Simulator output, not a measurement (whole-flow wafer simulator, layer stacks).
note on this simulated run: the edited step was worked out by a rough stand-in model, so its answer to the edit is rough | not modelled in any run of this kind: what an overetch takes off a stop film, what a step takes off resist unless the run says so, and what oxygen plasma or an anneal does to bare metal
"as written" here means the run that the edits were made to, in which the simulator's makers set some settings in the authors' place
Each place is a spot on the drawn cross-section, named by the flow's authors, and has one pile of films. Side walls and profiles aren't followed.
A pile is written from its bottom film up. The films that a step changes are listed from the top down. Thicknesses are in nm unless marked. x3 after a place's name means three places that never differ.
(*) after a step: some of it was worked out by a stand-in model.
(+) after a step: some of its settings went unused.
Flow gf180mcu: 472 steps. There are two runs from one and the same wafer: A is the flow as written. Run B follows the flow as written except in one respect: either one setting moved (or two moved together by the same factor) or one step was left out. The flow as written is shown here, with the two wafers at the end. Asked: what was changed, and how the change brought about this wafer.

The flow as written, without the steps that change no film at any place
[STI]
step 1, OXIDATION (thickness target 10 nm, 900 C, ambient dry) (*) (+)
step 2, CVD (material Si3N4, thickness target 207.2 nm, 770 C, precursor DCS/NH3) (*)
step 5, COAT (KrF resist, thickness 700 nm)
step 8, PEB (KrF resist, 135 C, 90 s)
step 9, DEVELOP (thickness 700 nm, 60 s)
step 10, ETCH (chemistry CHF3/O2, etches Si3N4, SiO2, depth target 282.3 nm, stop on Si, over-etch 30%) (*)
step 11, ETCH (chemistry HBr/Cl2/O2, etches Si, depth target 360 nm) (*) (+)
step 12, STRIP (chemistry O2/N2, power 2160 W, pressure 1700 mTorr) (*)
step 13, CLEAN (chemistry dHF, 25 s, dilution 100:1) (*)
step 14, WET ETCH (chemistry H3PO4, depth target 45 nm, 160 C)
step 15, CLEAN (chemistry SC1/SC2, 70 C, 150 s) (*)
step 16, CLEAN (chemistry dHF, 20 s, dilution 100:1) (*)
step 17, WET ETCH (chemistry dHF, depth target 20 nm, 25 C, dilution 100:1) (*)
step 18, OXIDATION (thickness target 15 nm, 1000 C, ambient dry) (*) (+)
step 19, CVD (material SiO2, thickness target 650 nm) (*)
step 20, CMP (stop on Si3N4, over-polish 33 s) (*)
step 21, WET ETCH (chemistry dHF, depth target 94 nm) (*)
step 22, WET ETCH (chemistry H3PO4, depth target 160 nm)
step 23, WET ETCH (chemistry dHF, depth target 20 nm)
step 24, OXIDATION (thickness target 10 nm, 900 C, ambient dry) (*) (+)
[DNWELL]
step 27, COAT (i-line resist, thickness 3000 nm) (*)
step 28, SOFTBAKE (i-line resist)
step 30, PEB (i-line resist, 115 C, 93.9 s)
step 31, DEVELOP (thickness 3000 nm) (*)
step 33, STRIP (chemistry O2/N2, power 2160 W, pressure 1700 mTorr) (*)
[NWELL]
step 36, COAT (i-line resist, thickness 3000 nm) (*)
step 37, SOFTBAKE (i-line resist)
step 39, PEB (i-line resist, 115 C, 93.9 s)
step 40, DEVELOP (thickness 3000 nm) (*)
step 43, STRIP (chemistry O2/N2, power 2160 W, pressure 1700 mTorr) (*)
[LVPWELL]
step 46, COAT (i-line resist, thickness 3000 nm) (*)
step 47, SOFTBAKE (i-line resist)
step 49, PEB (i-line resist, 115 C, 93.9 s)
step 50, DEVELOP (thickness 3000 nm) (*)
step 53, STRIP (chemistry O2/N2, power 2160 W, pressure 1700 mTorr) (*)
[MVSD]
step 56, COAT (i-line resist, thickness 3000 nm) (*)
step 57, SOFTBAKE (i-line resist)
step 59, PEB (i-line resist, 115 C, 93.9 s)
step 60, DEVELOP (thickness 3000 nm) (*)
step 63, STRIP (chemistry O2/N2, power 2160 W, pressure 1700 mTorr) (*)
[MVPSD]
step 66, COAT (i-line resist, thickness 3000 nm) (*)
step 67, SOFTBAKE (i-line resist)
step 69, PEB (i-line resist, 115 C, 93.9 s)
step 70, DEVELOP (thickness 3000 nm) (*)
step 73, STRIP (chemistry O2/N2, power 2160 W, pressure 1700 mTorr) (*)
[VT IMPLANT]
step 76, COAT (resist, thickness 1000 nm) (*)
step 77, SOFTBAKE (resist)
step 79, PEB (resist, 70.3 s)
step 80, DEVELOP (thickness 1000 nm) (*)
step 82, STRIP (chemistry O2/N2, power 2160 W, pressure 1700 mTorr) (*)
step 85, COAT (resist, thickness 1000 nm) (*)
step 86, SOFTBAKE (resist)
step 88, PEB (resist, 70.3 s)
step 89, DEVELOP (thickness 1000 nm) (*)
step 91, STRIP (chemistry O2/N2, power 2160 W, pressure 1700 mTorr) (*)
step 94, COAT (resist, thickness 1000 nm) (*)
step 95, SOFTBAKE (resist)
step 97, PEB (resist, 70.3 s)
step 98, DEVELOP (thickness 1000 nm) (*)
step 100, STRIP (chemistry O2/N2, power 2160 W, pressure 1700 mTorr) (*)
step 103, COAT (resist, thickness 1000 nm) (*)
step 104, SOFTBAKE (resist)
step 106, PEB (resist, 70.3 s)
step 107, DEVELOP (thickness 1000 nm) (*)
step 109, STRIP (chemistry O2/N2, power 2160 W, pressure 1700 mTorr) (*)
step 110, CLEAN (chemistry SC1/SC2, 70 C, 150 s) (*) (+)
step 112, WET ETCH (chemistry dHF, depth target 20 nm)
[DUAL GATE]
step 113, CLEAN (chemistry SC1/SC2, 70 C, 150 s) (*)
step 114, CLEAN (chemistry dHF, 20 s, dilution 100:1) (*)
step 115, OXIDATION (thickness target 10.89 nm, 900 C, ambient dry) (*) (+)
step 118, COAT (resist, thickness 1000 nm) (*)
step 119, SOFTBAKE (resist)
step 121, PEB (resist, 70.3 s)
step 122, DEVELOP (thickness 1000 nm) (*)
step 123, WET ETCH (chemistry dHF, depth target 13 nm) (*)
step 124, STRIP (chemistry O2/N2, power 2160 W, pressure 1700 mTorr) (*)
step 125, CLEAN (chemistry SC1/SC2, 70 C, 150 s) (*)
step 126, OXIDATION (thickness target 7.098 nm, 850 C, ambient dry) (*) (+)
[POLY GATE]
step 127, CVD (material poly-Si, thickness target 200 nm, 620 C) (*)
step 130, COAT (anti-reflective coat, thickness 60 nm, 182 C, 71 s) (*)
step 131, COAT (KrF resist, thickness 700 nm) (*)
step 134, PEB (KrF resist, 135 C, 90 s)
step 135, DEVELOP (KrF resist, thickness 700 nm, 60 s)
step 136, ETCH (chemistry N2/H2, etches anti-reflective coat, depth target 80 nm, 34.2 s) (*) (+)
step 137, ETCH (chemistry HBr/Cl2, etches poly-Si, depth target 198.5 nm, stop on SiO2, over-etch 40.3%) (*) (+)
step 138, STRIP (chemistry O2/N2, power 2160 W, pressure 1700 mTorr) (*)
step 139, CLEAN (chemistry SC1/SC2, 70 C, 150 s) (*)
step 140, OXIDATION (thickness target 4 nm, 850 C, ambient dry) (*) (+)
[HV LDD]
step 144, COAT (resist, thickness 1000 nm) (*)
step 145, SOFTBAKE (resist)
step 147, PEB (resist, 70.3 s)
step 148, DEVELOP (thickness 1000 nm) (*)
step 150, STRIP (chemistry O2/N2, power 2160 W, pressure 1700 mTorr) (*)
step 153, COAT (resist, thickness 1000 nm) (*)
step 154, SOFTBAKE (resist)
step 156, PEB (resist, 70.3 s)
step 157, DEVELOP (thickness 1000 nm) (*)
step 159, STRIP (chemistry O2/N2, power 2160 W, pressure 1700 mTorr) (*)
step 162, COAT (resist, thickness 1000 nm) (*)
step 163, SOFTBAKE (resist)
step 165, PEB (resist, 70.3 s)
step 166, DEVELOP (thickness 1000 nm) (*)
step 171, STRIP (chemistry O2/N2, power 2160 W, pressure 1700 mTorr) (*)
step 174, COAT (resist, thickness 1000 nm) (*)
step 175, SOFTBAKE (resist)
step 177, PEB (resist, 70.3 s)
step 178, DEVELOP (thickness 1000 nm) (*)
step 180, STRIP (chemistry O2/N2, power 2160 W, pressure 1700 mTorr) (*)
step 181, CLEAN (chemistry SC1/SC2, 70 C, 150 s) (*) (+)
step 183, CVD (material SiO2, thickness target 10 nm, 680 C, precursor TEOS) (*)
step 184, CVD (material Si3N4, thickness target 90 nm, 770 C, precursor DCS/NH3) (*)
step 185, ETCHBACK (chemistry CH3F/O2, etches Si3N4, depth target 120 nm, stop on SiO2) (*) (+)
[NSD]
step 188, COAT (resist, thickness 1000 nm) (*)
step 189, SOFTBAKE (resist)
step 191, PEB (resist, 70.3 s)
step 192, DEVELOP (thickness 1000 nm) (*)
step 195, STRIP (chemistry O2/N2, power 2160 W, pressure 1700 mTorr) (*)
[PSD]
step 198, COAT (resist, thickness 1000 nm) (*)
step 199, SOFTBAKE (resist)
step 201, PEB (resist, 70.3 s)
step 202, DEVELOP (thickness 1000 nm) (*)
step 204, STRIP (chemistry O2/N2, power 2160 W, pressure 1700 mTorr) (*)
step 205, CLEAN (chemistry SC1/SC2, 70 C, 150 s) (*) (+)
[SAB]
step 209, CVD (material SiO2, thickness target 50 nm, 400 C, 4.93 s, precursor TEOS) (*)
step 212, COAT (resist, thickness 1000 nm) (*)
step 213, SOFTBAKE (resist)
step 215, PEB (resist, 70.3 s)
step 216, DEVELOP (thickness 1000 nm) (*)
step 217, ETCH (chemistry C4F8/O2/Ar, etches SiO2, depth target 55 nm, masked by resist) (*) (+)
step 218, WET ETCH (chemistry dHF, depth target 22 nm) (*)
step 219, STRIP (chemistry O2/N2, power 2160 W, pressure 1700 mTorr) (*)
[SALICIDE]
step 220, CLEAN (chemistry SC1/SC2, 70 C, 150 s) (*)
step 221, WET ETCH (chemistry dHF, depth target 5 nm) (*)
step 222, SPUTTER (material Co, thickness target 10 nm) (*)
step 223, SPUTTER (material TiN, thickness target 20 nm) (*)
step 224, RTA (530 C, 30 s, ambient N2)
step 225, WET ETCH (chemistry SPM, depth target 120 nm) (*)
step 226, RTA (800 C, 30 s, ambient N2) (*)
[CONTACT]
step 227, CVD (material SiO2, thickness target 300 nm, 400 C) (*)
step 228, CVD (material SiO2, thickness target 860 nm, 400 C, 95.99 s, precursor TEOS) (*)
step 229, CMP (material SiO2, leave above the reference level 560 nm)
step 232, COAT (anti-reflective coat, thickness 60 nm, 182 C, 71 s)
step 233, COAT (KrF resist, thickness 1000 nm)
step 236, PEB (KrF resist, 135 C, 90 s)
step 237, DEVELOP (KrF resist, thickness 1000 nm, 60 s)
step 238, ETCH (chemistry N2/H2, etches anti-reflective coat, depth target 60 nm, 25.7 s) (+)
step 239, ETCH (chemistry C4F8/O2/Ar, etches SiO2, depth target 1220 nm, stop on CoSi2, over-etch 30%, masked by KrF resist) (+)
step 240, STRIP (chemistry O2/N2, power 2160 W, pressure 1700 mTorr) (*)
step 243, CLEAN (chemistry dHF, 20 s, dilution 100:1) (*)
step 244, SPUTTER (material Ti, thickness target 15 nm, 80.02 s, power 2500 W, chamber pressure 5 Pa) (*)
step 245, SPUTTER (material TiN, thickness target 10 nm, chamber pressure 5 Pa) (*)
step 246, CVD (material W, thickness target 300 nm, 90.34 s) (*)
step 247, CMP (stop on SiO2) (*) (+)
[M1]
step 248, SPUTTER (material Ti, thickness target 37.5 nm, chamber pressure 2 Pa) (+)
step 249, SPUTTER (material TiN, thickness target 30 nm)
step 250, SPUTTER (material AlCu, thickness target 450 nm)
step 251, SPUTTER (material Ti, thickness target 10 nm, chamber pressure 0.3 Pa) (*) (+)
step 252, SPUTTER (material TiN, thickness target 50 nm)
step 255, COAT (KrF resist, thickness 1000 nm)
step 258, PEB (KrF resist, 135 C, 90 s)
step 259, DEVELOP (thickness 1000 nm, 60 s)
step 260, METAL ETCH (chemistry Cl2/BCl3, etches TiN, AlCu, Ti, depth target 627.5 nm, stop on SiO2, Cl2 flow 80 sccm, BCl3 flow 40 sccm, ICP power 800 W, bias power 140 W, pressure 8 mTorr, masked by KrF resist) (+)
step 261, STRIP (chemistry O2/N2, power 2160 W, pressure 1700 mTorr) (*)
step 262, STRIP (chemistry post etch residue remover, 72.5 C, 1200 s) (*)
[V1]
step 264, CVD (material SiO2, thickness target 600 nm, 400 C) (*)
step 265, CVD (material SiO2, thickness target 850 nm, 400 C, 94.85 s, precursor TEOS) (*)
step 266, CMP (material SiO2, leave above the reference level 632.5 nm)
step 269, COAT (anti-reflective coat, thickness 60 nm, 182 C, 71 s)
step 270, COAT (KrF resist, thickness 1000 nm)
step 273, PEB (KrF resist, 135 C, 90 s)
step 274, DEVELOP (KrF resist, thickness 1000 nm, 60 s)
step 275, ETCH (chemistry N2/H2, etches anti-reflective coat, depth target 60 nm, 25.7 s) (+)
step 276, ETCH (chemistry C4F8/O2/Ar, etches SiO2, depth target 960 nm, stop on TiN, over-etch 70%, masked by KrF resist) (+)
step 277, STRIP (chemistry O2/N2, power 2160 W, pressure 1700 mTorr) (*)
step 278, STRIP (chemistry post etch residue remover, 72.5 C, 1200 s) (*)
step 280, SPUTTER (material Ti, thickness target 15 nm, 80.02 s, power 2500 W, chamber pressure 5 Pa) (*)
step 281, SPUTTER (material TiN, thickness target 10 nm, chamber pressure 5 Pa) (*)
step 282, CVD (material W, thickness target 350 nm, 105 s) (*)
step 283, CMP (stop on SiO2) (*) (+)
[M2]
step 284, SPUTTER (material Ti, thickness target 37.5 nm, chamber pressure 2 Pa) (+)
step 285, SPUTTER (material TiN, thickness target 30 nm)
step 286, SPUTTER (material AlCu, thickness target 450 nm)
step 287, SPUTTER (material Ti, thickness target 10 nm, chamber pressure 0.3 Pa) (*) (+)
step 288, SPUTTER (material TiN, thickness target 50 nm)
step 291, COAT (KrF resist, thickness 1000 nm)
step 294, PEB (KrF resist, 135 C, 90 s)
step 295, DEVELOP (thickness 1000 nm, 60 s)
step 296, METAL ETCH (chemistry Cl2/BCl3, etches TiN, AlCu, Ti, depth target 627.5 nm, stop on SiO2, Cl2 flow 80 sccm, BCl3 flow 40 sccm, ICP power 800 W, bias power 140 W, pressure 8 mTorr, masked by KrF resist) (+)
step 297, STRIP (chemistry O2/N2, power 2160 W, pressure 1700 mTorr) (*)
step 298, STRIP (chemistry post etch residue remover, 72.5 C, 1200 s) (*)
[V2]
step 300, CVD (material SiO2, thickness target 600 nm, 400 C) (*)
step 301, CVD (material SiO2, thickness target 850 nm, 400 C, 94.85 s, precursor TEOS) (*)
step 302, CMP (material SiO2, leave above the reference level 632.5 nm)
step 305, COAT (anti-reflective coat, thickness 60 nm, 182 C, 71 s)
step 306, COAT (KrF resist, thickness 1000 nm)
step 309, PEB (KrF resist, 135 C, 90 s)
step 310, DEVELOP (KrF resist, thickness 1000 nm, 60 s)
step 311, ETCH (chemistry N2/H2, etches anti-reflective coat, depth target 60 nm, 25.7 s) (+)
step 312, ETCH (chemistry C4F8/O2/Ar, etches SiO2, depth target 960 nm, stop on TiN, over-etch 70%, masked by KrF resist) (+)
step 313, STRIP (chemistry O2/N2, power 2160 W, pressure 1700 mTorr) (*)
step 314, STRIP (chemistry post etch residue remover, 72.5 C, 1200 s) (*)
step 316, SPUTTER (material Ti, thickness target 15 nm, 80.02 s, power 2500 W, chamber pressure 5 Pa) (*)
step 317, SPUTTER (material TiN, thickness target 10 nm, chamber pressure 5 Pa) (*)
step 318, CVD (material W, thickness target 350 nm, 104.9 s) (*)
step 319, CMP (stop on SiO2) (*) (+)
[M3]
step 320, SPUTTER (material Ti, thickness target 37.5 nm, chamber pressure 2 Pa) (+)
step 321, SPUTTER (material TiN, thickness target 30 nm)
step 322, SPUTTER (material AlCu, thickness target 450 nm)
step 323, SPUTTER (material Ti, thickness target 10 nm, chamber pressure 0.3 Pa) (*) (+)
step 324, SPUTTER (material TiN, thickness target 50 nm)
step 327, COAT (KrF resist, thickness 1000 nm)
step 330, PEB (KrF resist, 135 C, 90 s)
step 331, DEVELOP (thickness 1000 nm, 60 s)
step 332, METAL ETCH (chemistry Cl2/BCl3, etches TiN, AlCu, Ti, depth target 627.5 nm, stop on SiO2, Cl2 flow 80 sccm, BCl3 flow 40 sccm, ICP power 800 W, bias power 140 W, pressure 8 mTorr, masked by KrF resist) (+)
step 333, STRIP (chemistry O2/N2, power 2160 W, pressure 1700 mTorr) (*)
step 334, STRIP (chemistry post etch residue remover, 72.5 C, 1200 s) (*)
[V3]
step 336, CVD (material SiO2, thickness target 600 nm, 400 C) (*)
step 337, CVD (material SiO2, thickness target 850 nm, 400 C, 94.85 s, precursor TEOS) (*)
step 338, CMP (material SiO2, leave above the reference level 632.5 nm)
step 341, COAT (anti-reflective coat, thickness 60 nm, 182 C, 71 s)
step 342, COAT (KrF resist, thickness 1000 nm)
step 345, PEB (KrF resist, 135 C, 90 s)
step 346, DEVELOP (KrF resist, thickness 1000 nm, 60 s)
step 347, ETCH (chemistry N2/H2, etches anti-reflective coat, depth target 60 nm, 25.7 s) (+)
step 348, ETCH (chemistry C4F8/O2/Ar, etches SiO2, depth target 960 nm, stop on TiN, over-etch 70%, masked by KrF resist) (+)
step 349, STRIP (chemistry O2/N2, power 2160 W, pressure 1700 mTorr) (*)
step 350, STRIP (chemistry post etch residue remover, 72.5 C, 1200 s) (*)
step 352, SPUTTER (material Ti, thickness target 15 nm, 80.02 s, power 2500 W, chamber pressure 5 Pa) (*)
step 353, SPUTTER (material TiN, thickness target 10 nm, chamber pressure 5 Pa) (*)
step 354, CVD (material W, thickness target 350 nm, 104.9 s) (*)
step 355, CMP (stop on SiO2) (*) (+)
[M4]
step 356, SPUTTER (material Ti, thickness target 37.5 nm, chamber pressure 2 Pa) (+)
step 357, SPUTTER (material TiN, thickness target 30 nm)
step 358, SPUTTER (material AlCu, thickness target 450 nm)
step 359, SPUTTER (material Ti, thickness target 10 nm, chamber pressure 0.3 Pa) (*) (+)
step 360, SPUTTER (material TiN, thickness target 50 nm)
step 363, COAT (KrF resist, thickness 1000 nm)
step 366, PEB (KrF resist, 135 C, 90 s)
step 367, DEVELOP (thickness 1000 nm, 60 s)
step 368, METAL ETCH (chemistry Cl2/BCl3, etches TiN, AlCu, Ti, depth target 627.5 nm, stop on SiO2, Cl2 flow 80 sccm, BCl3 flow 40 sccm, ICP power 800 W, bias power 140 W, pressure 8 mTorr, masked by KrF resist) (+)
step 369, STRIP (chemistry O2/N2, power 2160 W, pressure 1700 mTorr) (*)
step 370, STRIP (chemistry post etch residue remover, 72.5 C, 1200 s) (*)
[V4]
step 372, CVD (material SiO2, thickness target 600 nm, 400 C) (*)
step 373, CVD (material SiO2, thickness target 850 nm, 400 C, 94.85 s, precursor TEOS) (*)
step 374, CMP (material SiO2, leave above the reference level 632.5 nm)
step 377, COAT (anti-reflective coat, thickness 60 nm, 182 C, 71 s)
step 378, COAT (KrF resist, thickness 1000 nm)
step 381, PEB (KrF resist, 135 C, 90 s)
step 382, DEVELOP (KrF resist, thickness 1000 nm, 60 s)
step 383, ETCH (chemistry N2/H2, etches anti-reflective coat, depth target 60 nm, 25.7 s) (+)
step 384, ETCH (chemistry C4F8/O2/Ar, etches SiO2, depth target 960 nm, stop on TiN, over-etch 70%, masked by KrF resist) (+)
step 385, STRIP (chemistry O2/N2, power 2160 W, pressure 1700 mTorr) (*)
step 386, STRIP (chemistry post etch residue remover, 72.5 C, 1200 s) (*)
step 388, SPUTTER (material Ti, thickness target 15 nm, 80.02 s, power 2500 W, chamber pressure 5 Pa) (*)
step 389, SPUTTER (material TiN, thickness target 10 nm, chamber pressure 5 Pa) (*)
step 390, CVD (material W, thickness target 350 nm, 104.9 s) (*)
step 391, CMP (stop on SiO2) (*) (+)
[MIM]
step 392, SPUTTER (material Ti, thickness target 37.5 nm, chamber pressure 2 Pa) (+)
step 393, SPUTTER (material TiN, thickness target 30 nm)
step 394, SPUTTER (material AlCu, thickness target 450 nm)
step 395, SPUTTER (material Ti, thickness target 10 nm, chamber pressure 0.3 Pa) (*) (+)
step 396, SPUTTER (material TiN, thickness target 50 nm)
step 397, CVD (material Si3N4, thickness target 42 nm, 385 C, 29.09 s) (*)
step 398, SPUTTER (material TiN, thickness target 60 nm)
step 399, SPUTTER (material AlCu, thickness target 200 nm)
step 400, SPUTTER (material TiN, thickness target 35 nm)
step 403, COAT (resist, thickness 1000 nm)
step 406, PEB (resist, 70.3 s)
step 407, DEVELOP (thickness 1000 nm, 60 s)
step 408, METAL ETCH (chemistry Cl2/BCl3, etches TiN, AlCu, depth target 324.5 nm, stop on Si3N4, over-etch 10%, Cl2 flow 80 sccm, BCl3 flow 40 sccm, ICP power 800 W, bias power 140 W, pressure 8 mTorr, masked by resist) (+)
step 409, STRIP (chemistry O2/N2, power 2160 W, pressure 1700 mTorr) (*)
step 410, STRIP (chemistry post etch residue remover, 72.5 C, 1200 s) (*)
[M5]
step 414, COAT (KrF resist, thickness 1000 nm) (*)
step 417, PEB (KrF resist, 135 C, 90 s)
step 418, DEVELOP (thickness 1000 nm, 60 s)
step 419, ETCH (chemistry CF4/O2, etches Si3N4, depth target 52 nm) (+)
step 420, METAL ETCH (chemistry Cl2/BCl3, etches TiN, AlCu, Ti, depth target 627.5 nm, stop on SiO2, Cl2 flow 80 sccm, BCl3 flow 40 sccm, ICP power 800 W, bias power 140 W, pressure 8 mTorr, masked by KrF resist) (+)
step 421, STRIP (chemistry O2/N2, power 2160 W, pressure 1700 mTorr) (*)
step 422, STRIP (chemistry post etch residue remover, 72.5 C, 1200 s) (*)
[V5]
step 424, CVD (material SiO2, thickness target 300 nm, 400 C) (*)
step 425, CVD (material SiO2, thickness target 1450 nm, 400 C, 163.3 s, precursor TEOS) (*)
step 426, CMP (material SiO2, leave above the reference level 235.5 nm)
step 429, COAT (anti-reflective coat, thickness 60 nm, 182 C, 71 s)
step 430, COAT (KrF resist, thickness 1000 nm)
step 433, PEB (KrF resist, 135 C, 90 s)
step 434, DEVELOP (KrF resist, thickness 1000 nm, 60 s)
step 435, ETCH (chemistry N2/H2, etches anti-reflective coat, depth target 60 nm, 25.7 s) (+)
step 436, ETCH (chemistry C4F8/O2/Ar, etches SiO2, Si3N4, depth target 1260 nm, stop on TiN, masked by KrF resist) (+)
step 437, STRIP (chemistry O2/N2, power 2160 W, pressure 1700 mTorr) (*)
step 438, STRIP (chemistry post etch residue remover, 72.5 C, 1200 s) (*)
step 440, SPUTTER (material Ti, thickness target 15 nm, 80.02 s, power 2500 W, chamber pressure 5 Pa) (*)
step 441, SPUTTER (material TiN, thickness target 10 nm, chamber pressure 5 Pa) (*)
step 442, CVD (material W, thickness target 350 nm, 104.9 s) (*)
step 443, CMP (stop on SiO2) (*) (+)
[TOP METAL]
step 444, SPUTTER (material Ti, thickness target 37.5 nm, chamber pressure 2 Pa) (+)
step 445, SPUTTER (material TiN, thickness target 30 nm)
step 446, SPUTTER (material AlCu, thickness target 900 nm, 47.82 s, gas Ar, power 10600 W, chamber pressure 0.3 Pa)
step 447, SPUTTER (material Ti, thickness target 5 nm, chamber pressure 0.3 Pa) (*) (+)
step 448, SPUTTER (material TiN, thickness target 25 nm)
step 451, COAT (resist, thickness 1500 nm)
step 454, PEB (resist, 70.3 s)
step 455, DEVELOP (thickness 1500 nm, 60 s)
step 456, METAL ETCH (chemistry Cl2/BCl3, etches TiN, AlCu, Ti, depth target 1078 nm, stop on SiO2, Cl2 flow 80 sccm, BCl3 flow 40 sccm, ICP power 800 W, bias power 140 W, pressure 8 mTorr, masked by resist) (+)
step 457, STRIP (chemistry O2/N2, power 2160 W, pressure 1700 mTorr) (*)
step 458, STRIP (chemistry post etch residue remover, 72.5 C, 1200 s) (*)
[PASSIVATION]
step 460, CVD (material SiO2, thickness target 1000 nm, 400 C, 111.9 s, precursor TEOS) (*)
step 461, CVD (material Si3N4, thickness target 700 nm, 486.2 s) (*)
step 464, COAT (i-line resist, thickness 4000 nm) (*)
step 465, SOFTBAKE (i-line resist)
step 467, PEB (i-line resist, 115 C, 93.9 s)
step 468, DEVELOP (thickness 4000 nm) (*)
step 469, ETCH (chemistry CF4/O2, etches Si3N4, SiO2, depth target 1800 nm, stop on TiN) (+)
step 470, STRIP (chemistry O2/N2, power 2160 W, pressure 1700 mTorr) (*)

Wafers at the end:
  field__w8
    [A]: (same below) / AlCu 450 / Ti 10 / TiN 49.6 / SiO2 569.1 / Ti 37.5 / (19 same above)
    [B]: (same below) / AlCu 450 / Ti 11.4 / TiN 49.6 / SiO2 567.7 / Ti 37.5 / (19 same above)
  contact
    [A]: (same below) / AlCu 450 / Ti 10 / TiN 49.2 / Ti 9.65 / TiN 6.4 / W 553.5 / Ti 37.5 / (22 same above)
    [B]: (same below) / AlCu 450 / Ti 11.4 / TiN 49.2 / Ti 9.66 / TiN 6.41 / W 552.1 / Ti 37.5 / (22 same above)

The reason: step 323, SPUTTER: thickness target 11.4 nm was run, whereas the flow has thickness target 10 nm.
The wafer itself shows it: field__w8 has Ti 11.4, and step 323 as written asks for 10 nm.

The path from the change to this, step by step:
  step 323, SPUTTER (material Ti, thickness target 10 nm, chamber pressure 0.3 Pa) (*) (+)
      field, field__w1, field__w2 and 108 more: A +10 Ti (new film) | B +11.4 Ti (new film)
  step 332, METAL ETCH (chemistry Cl2/BCl3, etches TiN, AlCu, Ti, depth target 627.5 nm, stop on SiO2, Cl2 flow 80 sccm, BCl3 flow 40 sccm, ICP power 800 W, bias power 140 W, pressure 8 mTorr, masked by KrF resist) (+)
      field, field__w1, field__w2 and 103 more: A -50 TiN (all of it), -10 Ti (all of it), -450 AlCu (all of it), -30 TiN (all of it), -37.5 Ti (all of it) | B -50 TiN (all of it), -11.4 Ti (all of it), -450 AlCu (all of it), -30 TiN (all of it), -37.5 Ti (all of it)
